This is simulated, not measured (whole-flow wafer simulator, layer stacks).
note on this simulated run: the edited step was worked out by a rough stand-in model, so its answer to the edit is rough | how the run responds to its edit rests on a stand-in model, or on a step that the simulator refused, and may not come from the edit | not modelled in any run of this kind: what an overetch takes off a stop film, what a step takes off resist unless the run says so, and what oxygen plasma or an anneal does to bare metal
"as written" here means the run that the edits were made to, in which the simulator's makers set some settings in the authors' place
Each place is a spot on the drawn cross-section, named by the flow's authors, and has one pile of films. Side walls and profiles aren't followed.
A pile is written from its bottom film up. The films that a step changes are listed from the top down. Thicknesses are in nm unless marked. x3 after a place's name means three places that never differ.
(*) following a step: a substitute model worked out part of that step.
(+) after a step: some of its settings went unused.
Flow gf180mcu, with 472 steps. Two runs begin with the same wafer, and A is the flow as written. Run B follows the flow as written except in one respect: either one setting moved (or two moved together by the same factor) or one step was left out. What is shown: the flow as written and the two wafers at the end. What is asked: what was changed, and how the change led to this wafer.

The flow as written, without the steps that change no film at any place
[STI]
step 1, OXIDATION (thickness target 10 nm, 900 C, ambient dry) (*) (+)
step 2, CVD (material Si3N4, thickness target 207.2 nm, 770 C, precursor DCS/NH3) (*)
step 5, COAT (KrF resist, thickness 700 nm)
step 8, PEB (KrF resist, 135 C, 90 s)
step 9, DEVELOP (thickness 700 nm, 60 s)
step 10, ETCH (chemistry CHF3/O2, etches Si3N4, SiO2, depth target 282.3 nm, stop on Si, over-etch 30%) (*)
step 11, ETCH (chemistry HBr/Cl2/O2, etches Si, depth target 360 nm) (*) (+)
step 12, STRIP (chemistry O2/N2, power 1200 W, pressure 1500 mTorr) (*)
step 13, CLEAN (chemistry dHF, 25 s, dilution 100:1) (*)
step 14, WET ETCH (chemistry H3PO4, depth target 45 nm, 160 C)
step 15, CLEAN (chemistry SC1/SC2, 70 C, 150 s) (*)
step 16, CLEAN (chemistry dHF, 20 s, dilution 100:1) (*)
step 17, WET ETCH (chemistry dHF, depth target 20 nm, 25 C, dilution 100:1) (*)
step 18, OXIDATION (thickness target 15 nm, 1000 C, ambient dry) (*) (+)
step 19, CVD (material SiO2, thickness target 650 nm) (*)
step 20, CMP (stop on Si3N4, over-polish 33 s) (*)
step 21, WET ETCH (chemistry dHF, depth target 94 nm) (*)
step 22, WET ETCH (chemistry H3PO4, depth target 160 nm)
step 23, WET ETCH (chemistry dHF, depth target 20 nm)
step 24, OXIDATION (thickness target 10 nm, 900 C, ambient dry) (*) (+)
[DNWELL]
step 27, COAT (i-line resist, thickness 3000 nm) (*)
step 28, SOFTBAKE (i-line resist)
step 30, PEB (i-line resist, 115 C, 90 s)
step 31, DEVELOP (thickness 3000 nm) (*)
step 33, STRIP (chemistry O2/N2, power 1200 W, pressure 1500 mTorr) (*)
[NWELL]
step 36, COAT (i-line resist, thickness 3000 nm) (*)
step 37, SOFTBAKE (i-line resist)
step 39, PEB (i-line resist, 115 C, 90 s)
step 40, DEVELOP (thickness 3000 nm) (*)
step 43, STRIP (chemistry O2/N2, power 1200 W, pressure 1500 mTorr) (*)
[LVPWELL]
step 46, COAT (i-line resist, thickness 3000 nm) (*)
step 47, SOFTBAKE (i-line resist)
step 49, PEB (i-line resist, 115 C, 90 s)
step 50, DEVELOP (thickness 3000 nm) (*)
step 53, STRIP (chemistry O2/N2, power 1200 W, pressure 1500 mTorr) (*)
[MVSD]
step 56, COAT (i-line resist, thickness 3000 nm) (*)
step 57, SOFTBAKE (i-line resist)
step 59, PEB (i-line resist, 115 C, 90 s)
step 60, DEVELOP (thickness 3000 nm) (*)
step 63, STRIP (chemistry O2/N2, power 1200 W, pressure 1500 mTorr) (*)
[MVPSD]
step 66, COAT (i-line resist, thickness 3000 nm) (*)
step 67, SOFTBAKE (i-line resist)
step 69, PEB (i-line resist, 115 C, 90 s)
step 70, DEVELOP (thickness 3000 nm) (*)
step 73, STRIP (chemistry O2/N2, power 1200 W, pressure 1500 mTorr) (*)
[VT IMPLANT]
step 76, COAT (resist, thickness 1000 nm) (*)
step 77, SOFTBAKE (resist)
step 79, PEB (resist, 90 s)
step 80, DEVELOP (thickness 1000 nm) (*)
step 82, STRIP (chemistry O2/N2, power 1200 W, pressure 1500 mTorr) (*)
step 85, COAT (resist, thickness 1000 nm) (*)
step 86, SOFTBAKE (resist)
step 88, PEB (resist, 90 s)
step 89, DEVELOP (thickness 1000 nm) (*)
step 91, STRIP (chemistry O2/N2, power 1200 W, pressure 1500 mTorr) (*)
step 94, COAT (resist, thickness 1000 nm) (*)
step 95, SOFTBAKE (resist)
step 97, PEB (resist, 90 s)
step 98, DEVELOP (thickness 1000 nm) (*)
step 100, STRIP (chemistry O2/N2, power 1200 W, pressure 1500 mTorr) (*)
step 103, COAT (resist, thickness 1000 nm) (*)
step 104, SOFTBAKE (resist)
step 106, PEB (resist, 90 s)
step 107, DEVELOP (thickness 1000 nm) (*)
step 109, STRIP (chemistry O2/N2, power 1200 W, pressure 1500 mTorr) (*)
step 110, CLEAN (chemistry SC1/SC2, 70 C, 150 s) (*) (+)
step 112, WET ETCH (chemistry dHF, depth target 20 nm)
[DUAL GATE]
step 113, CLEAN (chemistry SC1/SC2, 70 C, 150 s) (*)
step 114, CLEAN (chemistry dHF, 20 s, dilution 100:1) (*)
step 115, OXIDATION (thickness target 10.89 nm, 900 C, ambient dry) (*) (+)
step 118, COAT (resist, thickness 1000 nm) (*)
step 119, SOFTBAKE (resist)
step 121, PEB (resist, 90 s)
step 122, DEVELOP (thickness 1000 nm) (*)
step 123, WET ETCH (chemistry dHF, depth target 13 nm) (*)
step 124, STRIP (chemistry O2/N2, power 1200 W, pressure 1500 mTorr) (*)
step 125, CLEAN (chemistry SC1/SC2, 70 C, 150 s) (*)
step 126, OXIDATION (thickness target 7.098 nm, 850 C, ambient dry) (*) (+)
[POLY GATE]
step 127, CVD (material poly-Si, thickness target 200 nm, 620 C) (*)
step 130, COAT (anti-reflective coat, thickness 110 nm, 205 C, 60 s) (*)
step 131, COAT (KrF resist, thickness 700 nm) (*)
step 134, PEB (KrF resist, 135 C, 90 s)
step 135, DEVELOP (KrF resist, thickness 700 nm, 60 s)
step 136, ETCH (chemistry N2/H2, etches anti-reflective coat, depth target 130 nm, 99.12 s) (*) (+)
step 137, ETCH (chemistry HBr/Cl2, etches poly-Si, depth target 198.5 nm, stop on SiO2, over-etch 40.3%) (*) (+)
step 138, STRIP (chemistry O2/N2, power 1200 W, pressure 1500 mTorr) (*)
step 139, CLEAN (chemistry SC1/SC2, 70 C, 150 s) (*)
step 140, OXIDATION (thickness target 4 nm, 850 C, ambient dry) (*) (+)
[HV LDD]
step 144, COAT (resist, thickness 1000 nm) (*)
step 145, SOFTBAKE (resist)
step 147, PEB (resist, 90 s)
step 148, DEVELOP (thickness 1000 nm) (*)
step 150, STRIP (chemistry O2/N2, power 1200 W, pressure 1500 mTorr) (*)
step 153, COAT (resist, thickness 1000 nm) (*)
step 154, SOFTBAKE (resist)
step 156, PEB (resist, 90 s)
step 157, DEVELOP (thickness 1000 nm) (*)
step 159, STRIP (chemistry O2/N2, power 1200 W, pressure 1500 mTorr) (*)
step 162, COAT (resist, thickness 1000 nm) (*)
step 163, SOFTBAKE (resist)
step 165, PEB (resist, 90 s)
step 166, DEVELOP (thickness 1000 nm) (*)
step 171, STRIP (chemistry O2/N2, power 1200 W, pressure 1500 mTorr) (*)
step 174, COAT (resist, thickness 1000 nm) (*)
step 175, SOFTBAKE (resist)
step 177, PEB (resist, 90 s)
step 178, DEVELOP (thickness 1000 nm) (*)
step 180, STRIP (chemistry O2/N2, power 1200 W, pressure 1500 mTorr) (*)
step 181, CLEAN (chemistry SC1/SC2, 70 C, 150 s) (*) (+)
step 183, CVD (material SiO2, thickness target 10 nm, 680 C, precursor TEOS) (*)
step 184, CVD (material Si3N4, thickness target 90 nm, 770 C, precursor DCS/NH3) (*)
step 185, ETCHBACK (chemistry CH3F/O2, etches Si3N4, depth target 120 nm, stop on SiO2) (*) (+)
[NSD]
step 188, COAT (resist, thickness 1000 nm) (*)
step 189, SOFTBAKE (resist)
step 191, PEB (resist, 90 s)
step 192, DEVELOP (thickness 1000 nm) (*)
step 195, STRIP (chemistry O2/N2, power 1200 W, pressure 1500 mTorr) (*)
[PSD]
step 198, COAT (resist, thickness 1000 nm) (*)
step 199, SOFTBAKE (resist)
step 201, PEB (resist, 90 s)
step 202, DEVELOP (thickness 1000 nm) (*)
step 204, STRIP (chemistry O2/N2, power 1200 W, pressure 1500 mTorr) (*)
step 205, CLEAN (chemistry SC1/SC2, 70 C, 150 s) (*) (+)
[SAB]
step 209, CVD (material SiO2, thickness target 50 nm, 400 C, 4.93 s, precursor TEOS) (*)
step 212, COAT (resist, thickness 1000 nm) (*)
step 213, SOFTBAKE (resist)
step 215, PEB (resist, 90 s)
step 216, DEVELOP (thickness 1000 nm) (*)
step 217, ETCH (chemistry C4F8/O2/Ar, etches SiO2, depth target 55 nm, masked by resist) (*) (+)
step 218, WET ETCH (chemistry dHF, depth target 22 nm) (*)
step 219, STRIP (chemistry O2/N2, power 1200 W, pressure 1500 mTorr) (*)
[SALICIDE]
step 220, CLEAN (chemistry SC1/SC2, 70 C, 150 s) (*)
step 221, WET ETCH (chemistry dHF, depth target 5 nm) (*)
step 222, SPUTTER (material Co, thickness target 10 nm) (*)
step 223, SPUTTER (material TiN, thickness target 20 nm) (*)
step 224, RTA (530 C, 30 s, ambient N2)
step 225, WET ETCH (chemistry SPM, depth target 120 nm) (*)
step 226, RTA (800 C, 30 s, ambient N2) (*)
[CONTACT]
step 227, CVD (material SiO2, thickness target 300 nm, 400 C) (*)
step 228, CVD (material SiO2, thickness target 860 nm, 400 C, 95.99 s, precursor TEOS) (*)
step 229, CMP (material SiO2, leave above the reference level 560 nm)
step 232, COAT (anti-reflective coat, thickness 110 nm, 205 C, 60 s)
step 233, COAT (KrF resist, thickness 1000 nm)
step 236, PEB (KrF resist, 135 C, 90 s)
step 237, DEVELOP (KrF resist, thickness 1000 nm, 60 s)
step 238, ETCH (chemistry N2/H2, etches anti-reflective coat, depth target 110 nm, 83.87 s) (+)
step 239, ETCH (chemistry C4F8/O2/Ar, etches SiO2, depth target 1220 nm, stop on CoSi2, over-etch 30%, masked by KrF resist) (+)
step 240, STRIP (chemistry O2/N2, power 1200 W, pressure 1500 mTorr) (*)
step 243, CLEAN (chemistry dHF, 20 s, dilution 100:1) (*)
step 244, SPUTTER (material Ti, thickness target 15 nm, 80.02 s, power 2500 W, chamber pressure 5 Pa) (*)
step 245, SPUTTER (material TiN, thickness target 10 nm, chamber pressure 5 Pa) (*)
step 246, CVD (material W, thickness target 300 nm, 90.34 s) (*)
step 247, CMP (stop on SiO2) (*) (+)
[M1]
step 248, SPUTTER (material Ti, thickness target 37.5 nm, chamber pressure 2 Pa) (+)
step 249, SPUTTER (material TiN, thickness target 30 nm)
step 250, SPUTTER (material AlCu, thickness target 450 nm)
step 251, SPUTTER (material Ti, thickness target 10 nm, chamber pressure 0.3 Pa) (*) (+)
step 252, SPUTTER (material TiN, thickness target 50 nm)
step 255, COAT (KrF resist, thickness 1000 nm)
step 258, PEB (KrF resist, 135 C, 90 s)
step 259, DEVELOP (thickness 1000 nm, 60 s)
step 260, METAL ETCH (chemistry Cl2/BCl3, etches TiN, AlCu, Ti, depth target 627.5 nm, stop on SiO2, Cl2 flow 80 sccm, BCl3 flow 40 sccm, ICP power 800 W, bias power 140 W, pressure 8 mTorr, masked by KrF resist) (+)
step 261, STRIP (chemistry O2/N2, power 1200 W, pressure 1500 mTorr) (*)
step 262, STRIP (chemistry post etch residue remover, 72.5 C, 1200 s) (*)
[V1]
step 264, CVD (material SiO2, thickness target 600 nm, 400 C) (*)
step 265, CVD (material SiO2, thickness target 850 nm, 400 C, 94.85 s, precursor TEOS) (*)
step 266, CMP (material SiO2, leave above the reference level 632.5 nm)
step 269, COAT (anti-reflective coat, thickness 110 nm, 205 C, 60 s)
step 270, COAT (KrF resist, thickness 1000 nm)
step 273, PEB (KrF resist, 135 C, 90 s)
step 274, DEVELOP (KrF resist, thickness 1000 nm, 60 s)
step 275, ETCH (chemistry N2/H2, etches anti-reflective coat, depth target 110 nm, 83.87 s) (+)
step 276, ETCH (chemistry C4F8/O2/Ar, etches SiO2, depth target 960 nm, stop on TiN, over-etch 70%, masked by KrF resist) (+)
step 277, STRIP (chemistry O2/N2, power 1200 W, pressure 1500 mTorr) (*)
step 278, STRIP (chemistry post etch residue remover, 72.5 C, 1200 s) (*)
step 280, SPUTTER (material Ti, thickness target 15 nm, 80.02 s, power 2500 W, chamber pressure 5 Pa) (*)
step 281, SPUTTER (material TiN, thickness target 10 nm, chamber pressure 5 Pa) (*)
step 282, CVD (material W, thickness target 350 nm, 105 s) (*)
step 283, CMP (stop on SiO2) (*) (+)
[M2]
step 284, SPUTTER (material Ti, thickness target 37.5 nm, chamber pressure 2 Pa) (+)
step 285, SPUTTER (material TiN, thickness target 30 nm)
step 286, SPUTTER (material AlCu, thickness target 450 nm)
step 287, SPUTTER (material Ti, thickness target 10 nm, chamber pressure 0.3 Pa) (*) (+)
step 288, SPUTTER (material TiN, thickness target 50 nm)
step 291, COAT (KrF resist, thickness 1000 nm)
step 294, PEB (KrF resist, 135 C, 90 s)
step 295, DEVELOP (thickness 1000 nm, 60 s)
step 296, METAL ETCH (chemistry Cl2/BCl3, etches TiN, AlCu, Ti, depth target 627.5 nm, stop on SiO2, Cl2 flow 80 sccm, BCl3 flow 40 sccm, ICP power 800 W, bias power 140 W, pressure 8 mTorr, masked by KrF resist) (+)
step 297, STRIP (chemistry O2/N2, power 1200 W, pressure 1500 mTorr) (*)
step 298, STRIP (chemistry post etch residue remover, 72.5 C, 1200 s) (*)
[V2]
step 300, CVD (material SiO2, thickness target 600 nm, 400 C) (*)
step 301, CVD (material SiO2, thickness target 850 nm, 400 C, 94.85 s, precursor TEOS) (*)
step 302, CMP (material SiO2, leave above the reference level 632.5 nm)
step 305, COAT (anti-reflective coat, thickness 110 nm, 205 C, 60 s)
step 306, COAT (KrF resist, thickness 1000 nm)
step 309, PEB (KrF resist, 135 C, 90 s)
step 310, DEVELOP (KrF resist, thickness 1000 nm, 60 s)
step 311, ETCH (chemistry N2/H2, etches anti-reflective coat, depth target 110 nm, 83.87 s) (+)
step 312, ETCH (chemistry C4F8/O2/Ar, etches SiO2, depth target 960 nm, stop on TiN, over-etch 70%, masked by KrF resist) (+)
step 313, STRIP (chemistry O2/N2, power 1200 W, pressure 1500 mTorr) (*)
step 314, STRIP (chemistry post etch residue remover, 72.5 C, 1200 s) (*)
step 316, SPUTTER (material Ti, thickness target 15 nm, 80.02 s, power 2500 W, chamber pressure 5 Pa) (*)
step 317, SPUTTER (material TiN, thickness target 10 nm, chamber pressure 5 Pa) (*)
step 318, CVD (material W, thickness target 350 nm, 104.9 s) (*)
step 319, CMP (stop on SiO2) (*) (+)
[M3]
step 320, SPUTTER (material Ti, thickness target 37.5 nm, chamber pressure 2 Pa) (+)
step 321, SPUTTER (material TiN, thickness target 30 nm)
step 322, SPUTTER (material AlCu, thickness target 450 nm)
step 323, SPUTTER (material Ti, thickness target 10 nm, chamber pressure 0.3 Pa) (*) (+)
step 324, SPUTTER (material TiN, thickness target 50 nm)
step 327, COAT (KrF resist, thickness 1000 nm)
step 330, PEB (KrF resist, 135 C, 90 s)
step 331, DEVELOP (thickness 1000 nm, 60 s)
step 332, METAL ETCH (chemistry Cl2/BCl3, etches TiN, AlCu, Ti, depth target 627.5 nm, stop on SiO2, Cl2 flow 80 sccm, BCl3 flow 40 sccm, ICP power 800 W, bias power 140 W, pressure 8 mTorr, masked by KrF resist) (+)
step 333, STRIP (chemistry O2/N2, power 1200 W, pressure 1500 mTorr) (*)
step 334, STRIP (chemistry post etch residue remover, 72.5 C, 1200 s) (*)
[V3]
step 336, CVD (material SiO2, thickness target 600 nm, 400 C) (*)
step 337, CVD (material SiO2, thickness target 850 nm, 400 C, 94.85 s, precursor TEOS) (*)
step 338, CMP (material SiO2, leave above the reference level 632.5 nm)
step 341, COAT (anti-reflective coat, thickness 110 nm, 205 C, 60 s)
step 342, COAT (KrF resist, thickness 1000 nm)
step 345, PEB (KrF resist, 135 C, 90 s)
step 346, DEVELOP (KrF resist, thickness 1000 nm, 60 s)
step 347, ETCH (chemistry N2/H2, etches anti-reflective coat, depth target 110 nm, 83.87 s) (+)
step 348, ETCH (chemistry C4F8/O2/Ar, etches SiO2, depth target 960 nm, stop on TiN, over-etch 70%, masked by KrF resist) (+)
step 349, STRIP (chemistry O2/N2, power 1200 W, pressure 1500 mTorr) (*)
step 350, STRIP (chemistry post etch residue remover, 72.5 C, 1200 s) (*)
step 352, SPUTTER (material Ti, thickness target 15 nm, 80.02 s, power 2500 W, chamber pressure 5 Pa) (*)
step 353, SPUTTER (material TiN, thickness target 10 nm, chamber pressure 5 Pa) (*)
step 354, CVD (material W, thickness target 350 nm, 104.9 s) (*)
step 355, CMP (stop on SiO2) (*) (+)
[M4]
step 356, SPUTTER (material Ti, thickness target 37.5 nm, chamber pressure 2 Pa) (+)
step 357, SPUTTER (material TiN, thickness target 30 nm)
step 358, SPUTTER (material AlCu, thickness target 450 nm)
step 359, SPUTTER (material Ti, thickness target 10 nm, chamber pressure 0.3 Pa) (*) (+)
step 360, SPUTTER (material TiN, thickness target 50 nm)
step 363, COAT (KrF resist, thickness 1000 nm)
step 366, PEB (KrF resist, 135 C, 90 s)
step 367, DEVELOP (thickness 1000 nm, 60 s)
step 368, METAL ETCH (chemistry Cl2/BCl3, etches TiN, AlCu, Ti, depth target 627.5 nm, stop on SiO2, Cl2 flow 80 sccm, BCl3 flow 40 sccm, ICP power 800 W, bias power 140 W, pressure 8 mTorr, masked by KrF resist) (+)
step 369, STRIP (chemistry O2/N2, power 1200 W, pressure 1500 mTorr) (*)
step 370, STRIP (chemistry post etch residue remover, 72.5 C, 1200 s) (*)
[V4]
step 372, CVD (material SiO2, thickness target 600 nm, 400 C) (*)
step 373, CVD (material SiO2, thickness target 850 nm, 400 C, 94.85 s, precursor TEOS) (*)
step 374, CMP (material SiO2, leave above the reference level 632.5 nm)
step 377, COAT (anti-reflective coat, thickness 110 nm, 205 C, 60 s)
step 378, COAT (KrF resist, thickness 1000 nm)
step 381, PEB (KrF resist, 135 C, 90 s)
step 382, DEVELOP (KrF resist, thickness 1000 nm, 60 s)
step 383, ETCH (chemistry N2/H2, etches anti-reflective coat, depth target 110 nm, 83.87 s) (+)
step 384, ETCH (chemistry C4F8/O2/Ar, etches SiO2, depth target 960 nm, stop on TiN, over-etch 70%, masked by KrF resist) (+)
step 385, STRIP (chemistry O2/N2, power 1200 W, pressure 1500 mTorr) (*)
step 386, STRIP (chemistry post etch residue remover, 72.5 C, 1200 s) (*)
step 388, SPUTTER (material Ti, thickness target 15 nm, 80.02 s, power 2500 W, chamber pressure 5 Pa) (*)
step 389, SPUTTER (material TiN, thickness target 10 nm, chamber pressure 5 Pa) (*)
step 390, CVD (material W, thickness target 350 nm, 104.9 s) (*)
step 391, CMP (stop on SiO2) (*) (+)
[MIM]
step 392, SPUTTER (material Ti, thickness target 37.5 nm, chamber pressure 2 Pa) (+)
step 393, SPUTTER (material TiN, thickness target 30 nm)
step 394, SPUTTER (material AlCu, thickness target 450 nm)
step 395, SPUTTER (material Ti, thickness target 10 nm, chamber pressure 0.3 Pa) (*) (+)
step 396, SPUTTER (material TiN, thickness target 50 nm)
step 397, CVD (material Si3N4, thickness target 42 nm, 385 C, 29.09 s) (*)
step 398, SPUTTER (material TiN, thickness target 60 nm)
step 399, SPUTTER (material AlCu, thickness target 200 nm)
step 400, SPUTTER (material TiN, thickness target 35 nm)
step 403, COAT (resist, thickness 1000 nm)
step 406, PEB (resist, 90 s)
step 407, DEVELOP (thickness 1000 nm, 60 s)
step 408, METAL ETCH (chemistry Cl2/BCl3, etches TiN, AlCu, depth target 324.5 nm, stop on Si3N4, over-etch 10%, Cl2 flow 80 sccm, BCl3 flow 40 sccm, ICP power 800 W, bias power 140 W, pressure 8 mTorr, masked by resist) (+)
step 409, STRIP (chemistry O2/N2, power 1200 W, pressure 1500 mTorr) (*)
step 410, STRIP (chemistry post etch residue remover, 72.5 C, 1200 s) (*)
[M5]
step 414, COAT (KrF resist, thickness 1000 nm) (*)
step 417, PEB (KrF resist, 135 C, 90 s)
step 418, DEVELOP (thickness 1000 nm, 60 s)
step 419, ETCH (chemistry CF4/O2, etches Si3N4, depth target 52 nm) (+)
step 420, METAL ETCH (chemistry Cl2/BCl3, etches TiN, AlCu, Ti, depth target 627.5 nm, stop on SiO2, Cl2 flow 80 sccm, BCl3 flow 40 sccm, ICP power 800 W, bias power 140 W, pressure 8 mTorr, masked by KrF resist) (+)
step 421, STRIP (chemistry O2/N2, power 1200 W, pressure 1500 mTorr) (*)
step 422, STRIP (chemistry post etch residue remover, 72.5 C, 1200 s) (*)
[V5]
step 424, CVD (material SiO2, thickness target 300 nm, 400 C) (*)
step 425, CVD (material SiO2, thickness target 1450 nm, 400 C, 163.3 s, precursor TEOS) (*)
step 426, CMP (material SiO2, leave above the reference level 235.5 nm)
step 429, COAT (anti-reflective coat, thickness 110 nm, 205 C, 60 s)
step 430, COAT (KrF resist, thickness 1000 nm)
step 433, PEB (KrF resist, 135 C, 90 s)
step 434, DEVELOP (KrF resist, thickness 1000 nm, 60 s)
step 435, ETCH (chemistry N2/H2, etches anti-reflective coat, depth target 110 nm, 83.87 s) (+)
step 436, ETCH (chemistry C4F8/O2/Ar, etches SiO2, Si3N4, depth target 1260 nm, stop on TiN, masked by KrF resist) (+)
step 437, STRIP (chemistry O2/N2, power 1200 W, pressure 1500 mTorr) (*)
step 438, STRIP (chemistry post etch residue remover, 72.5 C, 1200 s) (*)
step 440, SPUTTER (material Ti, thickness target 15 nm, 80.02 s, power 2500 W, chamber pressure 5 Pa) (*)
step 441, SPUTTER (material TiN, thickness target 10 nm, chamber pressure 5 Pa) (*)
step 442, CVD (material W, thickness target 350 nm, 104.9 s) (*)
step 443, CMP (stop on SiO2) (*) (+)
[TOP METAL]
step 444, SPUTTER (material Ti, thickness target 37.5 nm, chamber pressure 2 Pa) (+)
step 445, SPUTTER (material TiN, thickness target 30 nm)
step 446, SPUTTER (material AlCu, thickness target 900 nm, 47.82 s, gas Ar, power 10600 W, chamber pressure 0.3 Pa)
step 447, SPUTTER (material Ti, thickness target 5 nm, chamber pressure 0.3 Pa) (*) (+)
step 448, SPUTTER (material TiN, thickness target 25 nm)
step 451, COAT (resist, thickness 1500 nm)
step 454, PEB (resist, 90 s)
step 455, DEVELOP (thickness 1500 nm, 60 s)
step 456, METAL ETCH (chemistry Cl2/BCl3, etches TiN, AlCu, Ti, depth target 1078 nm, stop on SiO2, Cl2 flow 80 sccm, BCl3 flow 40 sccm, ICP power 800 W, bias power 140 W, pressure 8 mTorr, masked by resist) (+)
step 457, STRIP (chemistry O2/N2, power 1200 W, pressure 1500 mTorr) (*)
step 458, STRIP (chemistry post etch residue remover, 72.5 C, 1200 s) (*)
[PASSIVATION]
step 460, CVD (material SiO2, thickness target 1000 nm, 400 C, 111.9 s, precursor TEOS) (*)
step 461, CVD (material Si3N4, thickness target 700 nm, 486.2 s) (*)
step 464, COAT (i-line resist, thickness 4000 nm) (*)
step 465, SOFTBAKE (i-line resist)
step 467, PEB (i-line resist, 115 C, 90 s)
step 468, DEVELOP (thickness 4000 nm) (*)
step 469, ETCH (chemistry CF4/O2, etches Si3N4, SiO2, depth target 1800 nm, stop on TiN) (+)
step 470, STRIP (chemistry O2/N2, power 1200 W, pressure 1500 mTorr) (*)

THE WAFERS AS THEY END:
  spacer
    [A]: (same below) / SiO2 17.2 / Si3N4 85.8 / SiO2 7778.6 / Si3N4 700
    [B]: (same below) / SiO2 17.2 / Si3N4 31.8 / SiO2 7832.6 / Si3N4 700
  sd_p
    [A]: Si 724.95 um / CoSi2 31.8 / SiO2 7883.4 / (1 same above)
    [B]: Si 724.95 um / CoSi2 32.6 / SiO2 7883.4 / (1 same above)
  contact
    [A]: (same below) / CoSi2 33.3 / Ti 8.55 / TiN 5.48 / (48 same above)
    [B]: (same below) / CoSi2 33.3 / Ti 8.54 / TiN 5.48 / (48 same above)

What caused this: step 184, CVD: thickness target 36 nm was run, though the flow has thickness target 90 nm.

Step by step, how the change led to this:
  step 184, CVD (material Si3N4, thickness target 90 nm, 770 C, precursor DCS/NH3) (*)
      field, field__w1, field__w2 and 101 more: A Si3N4 gains 90 (new film) | B Si3N4 gains 36 (new film)
  step 185, ETCHBACK (chemistry CH3F/O2, etches Si3N4, depth target 120 nm, stop on SiO2) (*) (+)
      field, field__w1, field__w2 and 100 more: A Si3N4 loses 90 (all of it), SiO2 loses 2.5 | B Si3N4 loses 36 (all of it), SiO2 loses 7
  step 188, COAT (resist, thickness 1000 nm) (*)
      spacer: A resist gains 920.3 (new film) | B resist gains 969.5 (new film)
  step 189, SOFTBAKE (resist)
      field: A resist gains 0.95 | B resist loses 0.02
      nw_sep_fld: A resist gains 1.07 | B nothing
  step 191, PEB (resist, 90 s)
      spacer: A resist loses 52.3 | B resist loses 55.4
  step 192, DEVELOP (thickness 1000 nm) (*)
      spacer: A resist loses 868 (all of it) | B resist loses 914.1 (all of it)
  step 198, COAT (resist, thickness 1000 nm) (*)
      spacer: A resist gains 920.3 (new film) | B resist gains 969.5 (new film)
  step 199, SOFTBAKE (resist)
      field: A resist gains 0.95 | B resist loses 0.02
      nw_sep_fld: A resist gains 1.07 | B nothing
      (as well as at 1 more place)
  step 201, PEB (resist, 90 s)
      spacer: A resist loses 52.3 | B resist loses 55.4
  step 204, STRIP (chemistry O2/N2, power 1200 W, pressure 1500 mTorr) (*)
      spacer: A resist loses 868 (all of it) | B resist loses 914 (all of it)
  step 212, COAT (resist, thickness 1000 nm) (*)
      spacer: A resist gains 919.2 (new film) | B resist gains 968.3 (new film)
  step 213, SOFTBAKE (resist)
      field__w9: A resist loses 1.07 | B resist gains 1.69
  step 215, PEB (resist, 90 s)
      spacer: A resist loses 52.3 | B resist loses 55.4
  step 216, DEVELOP (thickness 1000 nm) (*)
      spacer: A resist loses 866.9 (all of it) | B resist loses 913 (all of it)
  step 218, WET ETCH (chemistry dHF, depth target 22 nm) (*)
      gate, gate_hv, gate_p and 23 more: A SiO2 loses 5.48 (all of it) | B SiO2 loses 0.98 (all of it)
      active, p_well, sd_n, iso_ptap_pw, iso_ntap_nw, iso_ptap_sub, vpnp_e: A SiO2 loses 9.01 (all of it) | B SiO2 loses 4.51 (all of it)
      (as well as at 16 more places)
  step 222, SPUTTER (material Co, thickness target 10 nm) (*)
      field__w2: A Co gains 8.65 (new film) | B Co gains 9.26 (new film)
      field__w3: A Co gains 8.06 (new film) | B Co gains 8.89 (new film)
      (as well as at 5 more places)
  ... 4 other steps ...
  step 229, CMP (material SiO2, leave above the reference level 560 nm)
      field__w2: A SiO2 loses 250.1 | B SiO2 loses 244.6
      field__w3: A SiO2 loses 232.4 | B SiO2 loses 226.9
      (as well as at 3 more places)
